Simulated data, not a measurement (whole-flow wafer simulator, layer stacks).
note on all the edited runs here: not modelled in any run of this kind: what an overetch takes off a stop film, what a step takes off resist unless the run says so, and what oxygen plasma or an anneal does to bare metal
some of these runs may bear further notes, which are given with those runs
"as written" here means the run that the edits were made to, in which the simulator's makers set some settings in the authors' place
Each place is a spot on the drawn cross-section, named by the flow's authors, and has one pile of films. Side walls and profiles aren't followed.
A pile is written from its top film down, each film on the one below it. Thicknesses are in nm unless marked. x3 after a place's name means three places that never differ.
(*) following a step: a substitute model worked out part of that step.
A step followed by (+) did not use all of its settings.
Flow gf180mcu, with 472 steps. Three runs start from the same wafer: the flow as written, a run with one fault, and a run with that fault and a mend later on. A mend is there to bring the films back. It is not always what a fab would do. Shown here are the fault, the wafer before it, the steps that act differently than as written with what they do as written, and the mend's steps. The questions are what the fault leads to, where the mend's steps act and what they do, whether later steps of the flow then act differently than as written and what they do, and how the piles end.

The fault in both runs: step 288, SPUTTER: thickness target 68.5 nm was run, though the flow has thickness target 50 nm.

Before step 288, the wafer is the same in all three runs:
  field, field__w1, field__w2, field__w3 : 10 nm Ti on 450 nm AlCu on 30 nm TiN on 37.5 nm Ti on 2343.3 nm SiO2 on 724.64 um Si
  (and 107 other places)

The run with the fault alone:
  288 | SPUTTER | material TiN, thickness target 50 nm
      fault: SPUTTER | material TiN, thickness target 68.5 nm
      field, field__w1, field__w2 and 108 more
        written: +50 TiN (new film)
        fault: +68.5 TiN (new film)
  Later steps of the flow acting differently than as written (3 other steps are not shown; they differ only slightly, by no more than 2% or 0.5 nm, whichever is larger):
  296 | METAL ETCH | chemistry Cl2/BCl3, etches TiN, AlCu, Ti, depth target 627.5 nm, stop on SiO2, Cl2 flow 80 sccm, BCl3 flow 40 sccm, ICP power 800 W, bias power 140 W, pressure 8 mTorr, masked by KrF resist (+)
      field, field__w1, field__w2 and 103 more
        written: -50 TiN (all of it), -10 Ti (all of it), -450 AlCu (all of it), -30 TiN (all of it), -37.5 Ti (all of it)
        fault: -68.5 TiN (all of it), -10 Ti (all of it), -450 AlCu (all of it), -30 TiN (all of it), -37.5 Ti (all of it)
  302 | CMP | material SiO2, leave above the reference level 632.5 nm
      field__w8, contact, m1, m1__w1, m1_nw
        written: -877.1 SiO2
        fault: -895.6 SiO2
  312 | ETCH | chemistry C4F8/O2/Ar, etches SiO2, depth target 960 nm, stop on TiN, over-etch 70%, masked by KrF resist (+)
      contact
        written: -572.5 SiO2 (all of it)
        fault: -554 SiO2 (all of it)
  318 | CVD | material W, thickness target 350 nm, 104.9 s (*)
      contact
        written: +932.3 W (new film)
        fault: +913.6 W (new film)
  At field__w8, contact, m1, m1__w1, m1_nw, the piles at the end differ from the flow's by more than 2% or 0.5 nm, whichever is larger.
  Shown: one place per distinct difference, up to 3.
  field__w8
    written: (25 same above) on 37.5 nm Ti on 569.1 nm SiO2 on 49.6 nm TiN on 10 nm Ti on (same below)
    fault: (25 same above) on 37.5 nm Ti on 550.6 nm SiO2 on 68.1 nm TiN on 10 nm Ti on (same below)
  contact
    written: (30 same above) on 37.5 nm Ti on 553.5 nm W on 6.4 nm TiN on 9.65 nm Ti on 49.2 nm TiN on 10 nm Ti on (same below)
    fault: (30 same above) on 37.5 nm Ti on 534.8 nm W on 6.47 nm TiN on 9.76 nm Ti on 67.7 nm TiN on 10 nm Ti on (same below)

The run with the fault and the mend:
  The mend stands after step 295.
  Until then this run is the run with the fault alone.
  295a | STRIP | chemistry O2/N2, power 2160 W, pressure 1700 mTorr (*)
      field__w8, contact, m1, m1__w1, m1_nw
        -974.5 KrF resist (all of it)
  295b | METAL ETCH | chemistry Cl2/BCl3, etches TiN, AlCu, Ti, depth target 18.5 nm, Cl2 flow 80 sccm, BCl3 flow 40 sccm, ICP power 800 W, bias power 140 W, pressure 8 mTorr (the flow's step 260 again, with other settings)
      field, field__w1, field__w2 and 108 more
        -18.5 TiN
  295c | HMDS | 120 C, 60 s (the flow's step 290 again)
      alters no film at any place that is followed
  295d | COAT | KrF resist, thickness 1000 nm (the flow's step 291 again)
      field, field__w1, field__w2 and 108 more
        +1000 KrF resist (new film)
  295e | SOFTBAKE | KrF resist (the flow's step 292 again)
      alters no film at any place that is followed
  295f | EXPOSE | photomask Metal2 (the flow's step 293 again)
      alters no film at any place that is followed
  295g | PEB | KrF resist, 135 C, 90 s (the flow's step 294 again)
      field, field__w1, field__w2 and 108 more
        -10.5 KrF resist
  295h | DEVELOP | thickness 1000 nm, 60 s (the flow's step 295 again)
      field, field__w1, field__w2 and 103 more
        -989.5 KrF resist (all of it)
      field__w8, contact, m1, m1__w1, m1_nw
        -14.9 KrF resist
  Later steps of the flow that are run all act as written at every place that is followed.
  By the end, the piles equal the flow's at every place that both follow.
